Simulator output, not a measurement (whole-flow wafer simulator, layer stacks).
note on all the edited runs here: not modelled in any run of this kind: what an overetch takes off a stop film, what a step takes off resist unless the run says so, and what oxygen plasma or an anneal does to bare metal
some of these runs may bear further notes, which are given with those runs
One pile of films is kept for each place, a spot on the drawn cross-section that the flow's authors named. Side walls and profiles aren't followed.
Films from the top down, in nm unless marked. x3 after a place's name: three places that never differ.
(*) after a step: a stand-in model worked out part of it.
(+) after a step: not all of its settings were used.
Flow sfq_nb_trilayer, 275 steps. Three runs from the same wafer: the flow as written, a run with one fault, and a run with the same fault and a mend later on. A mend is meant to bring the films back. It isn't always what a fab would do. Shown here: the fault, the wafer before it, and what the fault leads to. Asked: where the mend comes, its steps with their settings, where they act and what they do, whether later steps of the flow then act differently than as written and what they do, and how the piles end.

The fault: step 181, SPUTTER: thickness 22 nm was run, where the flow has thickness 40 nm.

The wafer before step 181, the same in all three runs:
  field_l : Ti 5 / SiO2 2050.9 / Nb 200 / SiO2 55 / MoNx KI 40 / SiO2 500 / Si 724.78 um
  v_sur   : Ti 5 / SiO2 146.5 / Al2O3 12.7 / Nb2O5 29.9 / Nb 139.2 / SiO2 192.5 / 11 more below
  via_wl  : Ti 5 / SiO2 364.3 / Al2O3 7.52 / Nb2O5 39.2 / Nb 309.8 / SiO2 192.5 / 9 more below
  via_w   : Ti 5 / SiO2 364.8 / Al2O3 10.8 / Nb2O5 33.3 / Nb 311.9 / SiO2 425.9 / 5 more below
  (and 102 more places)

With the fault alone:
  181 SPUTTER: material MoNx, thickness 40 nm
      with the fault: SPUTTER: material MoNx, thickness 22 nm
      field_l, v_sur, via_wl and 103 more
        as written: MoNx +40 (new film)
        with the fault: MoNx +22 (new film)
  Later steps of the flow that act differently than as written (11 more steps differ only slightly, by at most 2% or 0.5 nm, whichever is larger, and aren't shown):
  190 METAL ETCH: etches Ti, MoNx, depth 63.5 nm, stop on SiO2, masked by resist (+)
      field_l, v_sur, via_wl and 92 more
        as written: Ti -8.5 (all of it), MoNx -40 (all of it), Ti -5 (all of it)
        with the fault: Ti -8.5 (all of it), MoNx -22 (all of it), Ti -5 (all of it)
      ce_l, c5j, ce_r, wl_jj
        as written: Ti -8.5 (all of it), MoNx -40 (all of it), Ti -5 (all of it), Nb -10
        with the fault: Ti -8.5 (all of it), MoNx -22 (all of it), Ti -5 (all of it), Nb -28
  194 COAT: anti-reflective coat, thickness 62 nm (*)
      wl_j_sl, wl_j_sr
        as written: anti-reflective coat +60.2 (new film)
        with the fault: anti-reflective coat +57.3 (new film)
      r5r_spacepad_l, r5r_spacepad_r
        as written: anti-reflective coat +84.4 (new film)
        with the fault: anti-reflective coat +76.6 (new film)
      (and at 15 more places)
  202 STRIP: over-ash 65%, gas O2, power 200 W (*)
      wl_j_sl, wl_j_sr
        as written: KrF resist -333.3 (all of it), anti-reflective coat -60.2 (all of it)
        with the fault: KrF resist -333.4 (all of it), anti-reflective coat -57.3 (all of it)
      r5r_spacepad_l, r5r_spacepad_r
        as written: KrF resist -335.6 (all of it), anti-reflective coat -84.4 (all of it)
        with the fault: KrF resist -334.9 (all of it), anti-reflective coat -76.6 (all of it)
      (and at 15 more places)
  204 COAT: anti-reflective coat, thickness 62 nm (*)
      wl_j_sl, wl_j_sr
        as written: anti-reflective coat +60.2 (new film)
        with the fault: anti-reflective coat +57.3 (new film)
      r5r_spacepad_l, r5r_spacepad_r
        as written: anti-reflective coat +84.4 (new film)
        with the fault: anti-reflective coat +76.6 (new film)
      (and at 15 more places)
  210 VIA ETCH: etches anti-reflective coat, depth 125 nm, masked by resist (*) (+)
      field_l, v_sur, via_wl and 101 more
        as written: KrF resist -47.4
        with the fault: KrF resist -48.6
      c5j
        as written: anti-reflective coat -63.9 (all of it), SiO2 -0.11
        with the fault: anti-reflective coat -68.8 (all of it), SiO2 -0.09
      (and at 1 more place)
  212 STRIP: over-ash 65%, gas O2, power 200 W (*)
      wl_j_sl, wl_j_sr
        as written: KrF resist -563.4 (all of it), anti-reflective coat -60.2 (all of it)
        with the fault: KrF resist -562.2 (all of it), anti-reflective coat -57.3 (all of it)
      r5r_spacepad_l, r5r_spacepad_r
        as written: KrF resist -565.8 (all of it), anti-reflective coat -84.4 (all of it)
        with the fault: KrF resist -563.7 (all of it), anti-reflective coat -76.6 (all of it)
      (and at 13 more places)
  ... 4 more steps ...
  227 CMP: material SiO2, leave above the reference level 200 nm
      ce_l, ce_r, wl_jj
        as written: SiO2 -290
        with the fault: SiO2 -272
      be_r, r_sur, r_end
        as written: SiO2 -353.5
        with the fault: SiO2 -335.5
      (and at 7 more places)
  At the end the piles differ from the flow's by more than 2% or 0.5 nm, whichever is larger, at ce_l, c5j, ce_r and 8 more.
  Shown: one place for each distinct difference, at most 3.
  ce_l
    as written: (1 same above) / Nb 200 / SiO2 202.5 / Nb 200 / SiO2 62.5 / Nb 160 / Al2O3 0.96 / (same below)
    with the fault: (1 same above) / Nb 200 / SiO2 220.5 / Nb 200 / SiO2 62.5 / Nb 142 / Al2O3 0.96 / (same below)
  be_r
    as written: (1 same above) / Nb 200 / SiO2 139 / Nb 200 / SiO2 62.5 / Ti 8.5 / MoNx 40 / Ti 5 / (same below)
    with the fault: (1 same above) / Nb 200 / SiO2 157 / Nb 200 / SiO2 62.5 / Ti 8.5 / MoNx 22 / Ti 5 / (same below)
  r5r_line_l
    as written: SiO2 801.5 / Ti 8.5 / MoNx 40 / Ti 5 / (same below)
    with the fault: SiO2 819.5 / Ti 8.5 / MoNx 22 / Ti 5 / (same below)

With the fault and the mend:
  The mend comes after step 181.
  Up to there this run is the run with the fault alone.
  181a SPUTTER: material MoNx, thickness 18 nm (the flow's step 181 once more, with other settings)
      field_l, v_sur, via_wl and 103 more
        MoNx +18
  No later step of the flow acts differently than as written at any place that is followed.
  At the end the piles are the same as the flow's at every place that both follow.
